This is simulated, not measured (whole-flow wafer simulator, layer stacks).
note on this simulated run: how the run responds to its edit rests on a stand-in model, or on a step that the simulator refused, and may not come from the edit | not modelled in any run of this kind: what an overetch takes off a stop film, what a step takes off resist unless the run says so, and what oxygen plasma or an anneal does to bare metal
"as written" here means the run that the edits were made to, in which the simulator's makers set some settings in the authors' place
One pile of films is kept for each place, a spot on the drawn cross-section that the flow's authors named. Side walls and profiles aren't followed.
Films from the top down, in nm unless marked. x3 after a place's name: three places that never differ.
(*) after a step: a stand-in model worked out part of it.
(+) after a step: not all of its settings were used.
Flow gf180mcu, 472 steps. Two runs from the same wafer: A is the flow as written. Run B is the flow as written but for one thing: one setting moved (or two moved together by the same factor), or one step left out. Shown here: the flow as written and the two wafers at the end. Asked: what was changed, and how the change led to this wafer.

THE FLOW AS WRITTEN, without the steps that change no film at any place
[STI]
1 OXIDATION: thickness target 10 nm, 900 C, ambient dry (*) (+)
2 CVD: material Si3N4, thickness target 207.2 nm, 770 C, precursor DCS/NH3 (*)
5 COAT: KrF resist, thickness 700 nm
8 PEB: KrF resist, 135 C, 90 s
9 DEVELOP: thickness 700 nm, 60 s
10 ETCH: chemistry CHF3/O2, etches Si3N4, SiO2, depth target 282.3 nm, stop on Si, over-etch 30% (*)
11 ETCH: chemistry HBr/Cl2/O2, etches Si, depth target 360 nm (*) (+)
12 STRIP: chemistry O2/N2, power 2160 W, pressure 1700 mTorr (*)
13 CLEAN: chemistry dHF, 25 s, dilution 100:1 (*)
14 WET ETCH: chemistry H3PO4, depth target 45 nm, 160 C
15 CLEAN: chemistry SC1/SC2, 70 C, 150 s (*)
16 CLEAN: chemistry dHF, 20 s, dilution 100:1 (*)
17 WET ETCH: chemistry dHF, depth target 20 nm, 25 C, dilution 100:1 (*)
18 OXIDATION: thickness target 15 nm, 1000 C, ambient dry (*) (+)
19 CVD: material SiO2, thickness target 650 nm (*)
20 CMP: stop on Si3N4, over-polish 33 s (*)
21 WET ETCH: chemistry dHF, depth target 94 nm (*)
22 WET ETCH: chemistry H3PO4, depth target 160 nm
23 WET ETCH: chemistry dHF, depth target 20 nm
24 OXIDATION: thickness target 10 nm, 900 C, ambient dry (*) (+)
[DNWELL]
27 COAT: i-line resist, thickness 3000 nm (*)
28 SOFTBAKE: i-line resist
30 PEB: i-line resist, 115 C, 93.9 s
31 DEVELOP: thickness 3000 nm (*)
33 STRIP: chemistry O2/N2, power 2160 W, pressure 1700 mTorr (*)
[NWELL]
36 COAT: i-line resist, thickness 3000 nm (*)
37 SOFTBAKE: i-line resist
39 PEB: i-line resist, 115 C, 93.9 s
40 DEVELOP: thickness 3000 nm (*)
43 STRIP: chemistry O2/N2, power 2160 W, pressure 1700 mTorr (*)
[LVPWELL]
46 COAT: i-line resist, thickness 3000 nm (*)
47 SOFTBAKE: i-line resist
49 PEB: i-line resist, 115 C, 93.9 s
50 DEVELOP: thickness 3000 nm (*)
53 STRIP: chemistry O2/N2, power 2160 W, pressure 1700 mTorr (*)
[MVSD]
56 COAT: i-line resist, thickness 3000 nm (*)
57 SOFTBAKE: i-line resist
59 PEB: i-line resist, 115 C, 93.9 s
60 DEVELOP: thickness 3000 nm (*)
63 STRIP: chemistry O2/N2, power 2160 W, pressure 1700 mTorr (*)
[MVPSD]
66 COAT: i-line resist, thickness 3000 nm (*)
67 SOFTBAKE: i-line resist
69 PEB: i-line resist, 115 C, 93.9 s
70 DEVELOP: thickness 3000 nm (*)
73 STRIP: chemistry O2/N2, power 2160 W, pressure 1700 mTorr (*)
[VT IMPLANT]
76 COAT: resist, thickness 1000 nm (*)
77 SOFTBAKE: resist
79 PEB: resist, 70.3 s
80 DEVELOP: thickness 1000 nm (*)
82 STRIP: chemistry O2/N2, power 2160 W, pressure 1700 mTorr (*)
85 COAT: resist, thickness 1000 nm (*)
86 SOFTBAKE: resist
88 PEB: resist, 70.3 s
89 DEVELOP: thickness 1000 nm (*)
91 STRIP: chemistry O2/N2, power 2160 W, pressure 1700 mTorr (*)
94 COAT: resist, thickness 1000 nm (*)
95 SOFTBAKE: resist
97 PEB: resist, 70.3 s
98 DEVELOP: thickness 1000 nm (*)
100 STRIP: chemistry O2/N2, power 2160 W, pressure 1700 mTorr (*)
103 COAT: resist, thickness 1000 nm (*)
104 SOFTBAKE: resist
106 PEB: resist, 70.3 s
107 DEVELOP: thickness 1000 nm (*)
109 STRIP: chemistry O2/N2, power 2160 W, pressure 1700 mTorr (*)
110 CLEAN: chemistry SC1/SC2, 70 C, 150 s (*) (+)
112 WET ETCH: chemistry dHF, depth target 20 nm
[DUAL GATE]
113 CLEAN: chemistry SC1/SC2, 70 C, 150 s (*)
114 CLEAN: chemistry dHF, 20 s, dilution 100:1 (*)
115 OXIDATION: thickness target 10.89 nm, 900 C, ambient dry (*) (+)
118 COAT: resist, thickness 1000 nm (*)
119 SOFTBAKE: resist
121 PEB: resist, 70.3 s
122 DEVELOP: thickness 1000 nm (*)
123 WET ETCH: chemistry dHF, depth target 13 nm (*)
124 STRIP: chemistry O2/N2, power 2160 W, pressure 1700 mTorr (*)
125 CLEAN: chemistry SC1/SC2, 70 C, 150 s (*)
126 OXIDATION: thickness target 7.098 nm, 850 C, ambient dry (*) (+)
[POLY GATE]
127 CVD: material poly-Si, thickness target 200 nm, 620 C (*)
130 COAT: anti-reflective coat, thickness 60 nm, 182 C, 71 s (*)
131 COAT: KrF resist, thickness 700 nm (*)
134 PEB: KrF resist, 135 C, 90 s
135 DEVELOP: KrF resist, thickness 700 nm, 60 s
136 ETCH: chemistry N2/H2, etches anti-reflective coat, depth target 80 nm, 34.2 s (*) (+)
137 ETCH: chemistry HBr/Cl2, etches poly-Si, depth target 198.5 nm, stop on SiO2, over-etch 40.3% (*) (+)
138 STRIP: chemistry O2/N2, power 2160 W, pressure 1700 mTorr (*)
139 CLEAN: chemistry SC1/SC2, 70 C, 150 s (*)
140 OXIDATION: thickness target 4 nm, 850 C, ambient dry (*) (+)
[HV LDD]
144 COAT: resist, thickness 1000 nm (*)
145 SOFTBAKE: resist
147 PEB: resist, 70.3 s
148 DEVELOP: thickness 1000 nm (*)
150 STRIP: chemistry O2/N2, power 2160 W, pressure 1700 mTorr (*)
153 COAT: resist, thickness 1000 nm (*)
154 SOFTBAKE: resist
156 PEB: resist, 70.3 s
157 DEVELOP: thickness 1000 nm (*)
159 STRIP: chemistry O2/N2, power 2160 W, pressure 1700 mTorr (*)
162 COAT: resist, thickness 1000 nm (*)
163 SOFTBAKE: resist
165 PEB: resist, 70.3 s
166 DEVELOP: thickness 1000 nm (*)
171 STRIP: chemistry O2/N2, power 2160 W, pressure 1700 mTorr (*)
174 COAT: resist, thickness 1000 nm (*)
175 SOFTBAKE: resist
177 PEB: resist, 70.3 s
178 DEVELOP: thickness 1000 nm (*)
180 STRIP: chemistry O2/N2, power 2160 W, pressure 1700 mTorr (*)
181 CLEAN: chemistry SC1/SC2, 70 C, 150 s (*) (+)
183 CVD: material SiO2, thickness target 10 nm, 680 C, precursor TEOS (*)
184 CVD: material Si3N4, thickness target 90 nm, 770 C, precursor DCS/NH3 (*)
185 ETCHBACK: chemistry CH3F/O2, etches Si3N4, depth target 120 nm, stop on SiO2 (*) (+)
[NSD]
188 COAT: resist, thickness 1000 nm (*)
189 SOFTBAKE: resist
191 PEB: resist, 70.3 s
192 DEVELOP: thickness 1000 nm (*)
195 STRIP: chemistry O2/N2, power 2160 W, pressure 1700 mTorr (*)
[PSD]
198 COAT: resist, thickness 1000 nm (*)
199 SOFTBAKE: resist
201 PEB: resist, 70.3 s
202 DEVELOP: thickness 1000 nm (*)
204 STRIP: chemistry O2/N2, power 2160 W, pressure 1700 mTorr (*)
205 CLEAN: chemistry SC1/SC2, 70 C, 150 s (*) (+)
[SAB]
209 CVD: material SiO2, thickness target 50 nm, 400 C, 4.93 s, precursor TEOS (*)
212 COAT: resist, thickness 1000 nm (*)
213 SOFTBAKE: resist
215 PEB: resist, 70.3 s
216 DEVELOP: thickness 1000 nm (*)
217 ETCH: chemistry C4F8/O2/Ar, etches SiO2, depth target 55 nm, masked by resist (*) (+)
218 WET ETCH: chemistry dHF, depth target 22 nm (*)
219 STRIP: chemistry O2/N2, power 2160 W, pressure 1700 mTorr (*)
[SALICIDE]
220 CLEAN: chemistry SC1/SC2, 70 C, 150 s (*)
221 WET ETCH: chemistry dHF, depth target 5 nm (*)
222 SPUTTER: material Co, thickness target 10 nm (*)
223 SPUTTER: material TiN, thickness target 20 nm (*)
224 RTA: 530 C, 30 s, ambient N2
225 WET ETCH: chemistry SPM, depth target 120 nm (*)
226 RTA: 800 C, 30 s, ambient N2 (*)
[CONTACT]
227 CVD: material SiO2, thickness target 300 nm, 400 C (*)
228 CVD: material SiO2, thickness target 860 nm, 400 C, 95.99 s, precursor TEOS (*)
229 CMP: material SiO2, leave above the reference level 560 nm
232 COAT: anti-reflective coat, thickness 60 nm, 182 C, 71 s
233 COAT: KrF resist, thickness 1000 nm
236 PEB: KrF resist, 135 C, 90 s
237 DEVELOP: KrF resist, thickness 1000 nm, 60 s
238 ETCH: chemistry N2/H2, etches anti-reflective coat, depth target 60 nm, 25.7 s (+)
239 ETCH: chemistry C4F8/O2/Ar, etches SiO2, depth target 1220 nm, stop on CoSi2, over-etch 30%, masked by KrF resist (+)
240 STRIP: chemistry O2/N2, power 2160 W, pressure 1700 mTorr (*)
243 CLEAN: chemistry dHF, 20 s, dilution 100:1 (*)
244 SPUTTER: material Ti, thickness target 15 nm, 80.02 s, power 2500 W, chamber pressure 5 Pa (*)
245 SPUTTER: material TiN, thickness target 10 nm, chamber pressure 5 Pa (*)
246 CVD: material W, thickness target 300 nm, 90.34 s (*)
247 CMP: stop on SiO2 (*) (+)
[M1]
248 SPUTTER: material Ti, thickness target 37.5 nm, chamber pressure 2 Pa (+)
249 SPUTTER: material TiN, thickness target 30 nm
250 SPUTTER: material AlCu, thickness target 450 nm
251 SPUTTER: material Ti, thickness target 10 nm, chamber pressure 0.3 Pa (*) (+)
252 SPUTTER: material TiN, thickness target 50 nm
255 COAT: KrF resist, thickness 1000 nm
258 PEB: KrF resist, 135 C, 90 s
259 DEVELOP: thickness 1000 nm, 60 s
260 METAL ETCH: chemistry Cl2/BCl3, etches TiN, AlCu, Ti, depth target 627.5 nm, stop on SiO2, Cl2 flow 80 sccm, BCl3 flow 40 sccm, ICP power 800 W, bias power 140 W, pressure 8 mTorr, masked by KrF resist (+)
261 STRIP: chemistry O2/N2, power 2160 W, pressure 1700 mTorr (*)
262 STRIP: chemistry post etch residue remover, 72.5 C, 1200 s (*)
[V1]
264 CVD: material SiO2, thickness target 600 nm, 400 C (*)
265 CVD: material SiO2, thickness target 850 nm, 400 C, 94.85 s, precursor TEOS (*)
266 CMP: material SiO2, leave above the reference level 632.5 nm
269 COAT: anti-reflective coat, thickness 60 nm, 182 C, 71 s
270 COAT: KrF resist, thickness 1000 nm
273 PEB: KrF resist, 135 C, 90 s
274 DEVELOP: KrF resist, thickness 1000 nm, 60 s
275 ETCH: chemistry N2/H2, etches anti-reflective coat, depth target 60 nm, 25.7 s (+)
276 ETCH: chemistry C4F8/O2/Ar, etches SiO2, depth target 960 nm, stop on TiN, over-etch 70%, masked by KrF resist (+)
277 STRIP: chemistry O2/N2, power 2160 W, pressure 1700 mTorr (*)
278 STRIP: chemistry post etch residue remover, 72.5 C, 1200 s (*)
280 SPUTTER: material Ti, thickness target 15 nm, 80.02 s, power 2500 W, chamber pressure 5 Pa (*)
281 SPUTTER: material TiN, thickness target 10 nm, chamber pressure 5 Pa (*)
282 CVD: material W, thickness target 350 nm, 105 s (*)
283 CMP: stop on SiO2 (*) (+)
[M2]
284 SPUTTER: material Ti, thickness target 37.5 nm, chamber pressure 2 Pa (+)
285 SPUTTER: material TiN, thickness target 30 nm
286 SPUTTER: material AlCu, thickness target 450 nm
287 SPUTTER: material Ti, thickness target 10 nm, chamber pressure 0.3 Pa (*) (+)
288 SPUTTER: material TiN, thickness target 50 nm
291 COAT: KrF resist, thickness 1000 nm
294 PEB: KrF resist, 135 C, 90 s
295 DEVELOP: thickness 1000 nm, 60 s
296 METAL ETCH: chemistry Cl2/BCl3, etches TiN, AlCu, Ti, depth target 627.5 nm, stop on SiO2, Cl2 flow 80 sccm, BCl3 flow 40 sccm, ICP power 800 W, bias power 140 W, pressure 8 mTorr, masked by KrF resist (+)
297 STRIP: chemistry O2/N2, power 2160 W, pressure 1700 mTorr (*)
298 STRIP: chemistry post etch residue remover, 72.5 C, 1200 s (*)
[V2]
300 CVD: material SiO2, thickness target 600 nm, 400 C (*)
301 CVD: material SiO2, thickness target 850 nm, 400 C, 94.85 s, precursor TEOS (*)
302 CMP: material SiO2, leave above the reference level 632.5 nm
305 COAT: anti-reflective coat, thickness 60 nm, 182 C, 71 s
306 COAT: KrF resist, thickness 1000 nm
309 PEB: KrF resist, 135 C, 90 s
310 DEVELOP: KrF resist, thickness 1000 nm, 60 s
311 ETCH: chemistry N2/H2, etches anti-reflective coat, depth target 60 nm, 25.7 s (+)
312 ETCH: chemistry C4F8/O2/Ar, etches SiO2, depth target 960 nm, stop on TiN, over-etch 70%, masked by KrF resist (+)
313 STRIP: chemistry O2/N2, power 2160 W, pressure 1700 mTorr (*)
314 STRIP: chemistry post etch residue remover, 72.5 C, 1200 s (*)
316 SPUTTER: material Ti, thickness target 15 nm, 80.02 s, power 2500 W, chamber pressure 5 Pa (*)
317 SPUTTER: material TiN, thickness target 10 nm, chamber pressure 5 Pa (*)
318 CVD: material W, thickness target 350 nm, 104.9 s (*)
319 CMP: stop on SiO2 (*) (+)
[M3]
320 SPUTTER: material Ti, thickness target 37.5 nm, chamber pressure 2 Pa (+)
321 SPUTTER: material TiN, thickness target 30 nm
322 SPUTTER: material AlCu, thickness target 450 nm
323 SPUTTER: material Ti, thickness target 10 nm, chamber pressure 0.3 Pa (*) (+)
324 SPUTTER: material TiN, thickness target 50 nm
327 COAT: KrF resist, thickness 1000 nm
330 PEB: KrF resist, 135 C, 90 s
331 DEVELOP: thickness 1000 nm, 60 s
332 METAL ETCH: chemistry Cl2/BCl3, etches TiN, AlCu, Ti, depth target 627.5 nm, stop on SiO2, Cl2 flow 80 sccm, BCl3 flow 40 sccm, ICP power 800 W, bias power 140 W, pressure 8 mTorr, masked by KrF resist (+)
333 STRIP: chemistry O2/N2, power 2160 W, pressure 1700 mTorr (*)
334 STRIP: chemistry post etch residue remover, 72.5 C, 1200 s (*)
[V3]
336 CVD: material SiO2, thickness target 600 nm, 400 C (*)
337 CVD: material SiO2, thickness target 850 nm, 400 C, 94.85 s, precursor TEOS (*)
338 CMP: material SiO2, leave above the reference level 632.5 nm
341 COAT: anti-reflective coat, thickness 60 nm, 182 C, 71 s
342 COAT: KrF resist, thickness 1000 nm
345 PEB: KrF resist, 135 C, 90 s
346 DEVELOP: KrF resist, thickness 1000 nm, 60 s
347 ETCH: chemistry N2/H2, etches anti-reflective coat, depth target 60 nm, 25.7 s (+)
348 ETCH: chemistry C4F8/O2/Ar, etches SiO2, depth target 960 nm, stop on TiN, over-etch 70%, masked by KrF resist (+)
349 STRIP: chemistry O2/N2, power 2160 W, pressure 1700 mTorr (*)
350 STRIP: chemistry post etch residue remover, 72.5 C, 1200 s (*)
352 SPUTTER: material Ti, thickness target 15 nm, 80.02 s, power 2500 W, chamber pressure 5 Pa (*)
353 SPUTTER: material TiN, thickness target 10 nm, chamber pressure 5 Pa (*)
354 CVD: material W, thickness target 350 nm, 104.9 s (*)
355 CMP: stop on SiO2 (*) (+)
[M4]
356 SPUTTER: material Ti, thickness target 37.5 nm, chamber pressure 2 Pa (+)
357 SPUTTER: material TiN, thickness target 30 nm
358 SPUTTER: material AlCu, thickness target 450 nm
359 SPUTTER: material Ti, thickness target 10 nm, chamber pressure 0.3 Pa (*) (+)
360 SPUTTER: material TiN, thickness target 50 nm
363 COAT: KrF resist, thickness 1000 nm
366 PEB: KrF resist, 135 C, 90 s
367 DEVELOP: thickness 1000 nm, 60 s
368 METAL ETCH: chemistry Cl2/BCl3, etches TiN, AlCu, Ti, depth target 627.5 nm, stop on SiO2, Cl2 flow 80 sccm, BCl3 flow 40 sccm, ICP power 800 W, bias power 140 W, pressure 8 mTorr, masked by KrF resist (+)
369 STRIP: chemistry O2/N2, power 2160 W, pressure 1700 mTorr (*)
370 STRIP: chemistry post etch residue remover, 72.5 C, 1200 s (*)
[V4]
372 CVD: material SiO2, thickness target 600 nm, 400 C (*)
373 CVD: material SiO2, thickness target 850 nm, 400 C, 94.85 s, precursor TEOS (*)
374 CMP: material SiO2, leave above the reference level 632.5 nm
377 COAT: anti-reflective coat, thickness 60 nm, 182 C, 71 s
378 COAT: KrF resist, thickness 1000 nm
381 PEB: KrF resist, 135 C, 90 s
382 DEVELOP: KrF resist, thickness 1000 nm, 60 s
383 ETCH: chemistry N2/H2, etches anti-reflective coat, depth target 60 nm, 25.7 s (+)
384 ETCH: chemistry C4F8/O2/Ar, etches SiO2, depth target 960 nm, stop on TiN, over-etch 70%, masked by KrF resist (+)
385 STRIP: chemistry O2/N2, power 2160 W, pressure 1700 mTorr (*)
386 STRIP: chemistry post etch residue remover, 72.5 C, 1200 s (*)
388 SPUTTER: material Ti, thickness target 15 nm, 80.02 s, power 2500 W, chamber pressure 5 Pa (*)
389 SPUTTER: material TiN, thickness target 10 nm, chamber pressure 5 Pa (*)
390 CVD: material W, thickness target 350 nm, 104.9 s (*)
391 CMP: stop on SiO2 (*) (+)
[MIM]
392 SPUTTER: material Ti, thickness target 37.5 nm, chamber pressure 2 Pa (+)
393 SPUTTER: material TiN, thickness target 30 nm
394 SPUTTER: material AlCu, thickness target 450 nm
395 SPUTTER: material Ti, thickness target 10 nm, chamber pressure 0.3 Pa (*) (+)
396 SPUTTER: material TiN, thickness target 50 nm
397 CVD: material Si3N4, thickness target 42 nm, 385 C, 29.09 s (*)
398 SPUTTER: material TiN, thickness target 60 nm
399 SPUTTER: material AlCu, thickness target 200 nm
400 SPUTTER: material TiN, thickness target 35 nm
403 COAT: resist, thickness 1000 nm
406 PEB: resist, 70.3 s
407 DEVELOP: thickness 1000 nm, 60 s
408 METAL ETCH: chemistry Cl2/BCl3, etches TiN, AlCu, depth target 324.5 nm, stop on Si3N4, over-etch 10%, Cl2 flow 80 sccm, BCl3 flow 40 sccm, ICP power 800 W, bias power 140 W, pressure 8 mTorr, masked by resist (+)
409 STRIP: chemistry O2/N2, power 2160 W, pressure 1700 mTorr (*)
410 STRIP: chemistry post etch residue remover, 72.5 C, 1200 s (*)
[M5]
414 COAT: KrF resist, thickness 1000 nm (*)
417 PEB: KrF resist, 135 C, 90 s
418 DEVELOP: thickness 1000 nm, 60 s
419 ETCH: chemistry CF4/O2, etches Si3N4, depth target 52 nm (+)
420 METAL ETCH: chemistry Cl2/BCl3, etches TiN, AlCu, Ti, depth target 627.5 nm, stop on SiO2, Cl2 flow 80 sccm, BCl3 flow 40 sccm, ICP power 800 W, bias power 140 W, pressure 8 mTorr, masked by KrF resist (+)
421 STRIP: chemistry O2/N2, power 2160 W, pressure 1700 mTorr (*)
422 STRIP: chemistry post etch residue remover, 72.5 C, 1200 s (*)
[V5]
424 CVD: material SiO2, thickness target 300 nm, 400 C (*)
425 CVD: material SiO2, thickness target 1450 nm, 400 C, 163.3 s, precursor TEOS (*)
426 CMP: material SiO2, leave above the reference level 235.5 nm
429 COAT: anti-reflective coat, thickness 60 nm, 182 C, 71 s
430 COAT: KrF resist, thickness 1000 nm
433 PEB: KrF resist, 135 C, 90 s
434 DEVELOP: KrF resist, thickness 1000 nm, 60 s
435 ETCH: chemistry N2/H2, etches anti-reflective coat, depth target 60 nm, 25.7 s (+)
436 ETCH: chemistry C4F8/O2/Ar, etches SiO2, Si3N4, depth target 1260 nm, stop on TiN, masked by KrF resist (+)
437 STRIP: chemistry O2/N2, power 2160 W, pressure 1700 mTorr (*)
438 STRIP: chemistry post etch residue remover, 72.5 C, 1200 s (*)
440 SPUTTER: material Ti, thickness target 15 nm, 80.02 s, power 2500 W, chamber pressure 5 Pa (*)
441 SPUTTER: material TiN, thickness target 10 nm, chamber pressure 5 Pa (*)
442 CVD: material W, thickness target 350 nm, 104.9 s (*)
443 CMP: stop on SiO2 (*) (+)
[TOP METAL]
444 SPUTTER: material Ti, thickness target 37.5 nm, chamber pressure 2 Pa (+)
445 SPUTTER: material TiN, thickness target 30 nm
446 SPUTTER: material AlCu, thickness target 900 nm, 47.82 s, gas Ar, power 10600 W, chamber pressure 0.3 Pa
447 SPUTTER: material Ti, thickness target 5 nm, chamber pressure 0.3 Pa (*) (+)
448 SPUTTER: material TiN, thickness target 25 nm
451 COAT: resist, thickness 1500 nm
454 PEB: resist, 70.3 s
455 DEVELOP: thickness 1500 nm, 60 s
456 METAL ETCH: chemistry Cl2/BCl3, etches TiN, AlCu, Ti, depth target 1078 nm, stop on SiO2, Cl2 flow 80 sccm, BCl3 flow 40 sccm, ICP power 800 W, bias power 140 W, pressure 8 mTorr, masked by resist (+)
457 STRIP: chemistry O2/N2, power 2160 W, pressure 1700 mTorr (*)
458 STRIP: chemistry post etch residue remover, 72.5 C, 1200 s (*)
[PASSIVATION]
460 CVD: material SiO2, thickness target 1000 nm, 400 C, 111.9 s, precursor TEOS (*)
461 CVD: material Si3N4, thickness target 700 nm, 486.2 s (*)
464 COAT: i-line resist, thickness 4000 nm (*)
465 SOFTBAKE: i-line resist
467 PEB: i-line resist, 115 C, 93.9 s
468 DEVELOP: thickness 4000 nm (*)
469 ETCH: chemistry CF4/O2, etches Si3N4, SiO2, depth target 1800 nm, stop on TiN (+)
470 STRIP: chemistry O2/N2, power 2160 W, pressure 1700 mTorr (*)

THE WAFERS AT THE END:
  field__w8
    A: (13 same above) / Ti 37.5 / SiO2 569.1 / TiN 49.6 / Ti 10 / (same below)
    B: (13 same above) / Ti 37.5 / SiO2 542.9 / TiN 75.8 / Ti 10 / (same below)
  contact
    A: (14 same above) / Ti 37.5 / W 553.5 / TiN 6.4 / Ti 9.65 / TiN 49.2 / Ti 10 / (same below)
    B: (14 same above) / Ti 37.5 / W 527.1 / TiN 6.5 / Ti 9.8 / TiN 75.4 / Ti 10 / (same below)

The cause: step 360, SPUTTER: thickness target 76.2 nm was run, where the flow has thickness target 50 nm.

How the change led to this, step by step:
  360 SPUTTER: material TiN, thickness target 50 nm
      field, field__w1, field__w2 and 108 more: A TiN +50 (new film) | B TiN +76.2 (new film)
  368 METAL ETCH: chemistry Cl2/BCl3, etches TiN, AlCu, Ti, depth target 627.5 nm, stop on SiO2, Cl2 flow 80 sccm, BCl3 flow 40 sccm, ICP power 800 W, bias power 140 W, pressure 8 mTorr, masked by KrF resist (+)
      field, field__w1, field__w2 and 103 more: A TiN -50 (all of it), Ti -10 (all of it), AlCu -450 (all of it), TiN -30 (all of it), Ti -37.5 (all of it) | B TiN -76.2 (all of it), Ti -10 (all of it), AlCu -450 (all of it), TiN -30 (all of it), Ti -37.5 (all of it)
  374 CMP: material SiO2, leave above the reference level 632.5 nm
      field__w8, contact, m1, m1__w1, m1_nw: A SiO2 -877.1 | B SiO2 -903.3
  384 ETCH: chemistry C4F8/O2/Ar, etches SiO2, depth target 960 nm, stop on TiN, over-etch 70%, masked by KrF resist (+)
      field, field__w1, field__w2 and 107 more: A KrF resist -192 | B KrF resist -185.7
      contact: A SiO2 -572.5 (all of it) | B SiO2 -546.3 (all of it)
  390 CVD: material W, thickness target 350 nm, 104.9 s (*)
      contact: A W +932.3 (new film) | B W +905.8 (new film)
